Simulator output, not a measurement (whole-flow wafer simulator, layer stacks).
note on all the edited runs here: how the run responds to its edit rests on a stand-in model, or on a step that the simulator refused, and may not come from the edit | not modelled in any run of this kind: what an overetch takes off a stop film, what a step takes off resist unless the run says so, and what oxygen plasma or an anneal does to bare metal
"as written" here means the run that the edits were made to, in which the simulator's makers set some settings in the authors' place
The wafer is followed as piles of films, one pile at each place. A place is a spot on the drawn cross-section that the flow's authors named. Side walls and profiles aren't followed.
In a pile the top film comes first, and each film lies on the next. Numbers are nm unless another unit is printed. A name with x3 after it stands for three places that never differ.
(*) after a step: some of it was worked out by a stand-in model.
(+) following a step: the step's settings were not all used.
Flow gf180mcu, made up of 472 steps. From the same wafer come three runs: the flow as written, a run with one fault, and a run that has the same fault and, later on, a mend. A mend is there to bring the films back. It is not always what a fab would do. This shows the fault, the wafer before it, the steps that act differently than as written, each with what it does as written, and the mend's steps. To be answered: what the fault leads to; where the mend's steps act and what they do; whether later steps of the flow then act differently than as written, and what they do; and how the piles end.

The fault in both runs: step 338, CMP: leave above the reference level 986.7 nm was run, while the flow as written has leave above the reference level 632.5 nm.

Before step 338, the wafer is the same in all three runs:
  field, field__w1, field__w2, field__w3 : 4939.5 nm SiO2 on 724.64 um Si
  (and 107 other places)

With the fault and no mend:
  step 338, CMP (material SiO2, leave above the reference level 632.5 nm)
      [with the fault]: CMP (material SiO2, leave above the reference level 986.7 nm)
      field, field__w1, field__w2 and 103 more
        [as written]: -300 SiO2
        [with the fault]: nothing
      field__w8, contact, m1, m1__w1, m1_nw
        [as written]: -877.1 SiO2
        [with the fault]: -522.9 SiO2
  Steps further on in the flow that do not act as written (6 other steps are not shown; they differ only slightly, by no more than 2% or 0.5 nm, whichever is larger):
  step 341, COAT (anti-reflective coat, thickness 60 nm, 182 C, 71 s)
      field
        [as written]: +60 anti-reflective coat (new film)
        [with the fault]: +81.7 anti-reflective coat (new film)
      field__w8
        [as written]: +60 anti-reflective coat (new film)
        [with the fault]: +30.4 anti-reflective coat (new film)
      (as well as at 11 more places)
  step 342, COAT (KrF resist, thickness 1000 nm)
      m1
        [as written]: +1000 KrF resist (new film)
        [with the fault]: +979.3 KrF resist (new film)
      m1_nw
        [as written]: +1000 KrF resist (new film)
        [with the fault]: +977.5 KrF resist (new film)
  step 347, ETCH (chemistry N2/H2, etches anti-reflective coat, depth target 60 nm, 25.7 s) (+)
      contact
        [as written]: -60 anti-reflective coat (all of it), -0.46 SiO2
        [with the fault]: -33.2 anti-reflective coat (all of it), -1.15 SiO2
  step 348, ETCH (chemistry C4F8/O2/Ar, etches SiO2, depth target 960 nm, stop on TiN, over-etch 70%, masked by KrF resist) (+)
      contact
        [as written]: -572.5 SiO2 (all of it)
        [with the fault]: -926 SiO2 (all of it)
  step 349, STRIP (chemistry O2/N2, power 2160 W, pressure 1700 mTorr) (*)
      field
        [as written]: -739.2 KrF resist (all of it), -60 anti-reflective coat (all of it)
        [with the fault]: -728.9 KrF resist (all of it), -81.7 anti-reflective coat (all of it)
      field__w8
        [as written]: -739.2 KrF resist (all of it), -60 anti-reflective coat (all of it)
        [with the fault]: -733.5 KrF resist (all of it), -30.4 anti-reflective coat (all of it)
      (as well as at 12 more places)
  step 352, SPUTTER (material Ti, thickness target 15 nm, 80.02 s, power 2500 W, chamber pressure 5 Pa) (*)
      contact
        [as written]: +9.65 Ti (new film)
        [with the fault]: +8.11 Ti (new film)
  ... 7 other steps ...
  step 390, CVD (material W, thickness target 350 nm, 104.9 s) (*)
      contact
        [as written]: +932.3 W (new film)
        [with the fault]: +984.7 W (new film)
  At field, field__w1, field__w2 and 109 more, the piles at the end differ from the flow's by more than 2% or 0.5 nm, whichever is larger.
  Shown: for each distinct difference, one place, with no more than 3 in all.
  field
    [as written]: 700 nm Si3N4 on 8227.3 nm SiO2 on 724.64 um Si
    [with the fault]: 700 nm Si3N4 on 8579.4 nm SiO2 on 724.64 um Si
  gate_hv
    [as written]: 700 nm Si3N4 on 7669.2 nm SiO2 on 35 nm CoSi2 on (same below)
    [with the fault]: 700 nm Si3N4 on 8021.3 nm SiO2 on 35 nm CoSi2 on (same below)
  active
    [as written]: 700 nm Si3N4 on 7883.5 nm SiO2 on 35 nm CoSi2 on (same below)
    [with the fault]: 700 nm Si3N4 on 8235.7 nm SiO2 on 35 nm CoSi2 on (same below)

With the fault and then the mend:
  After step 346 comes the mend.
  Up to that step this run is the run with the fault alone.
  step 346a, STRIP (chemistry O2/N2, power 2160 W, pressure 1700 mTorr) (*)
      iso_ptap_pw, iso_ntap_nw, iso_nw_fld and 33 more
        -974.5 KrF resist (all of it), -60 anti-reflective coat (all of it)
      field__w7, field__w11, field__w12 and 7 more
        -975.1 KrF resist (all of it), -60.2 anti-reflective coat (all of it)
      field_sub, field_sub__w1, field_sub__w3 and 7 more
        -975 KrF resist (all of it), -60.2 anti-reflective coat (all of it)
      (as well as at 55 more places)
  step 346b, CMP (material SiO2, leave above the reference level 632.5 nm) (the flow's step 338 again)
      field, field__w1, field__w2 and 103 more
        -300 SiO2
      field__w8, contact, m1, m1__w1, m1_nw
        -354.2 SiO2
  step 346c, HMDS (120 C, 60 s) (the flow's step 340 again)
      alters no film at any place that is followed
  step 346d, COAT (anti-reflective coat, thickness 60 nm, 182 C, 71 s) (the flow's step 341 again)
      field, field__w1, field__w2 and 108 more
        +60 anti-reflective coat (new film)
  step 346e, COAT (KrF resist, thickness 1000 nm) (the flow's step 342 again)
      field, field__w1, field__w2 and 108 more
        +1000 KrF resist (new film)
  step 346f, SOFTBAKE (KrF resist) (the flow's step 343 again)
      alters no film at any place that is followed
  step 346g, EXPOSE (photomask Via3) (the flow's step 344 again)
      alters no film at any place that is followed
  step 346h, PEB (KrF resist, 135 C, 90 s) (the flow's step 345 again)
      field, field__w1, field__w2 and 108 more
        -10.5 KrF resist
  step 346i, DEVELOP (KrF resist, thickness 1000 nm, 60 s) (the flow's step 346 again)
      field, field__w1, field__w2 and 107 more
        -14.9 KrF resist
      contact
        -989.5 KrF resist (all of it)
  None of the later steps of the flow acts differently than as written at any place that is followed.
  At every place that both follow, the piles at the end match the flow's.
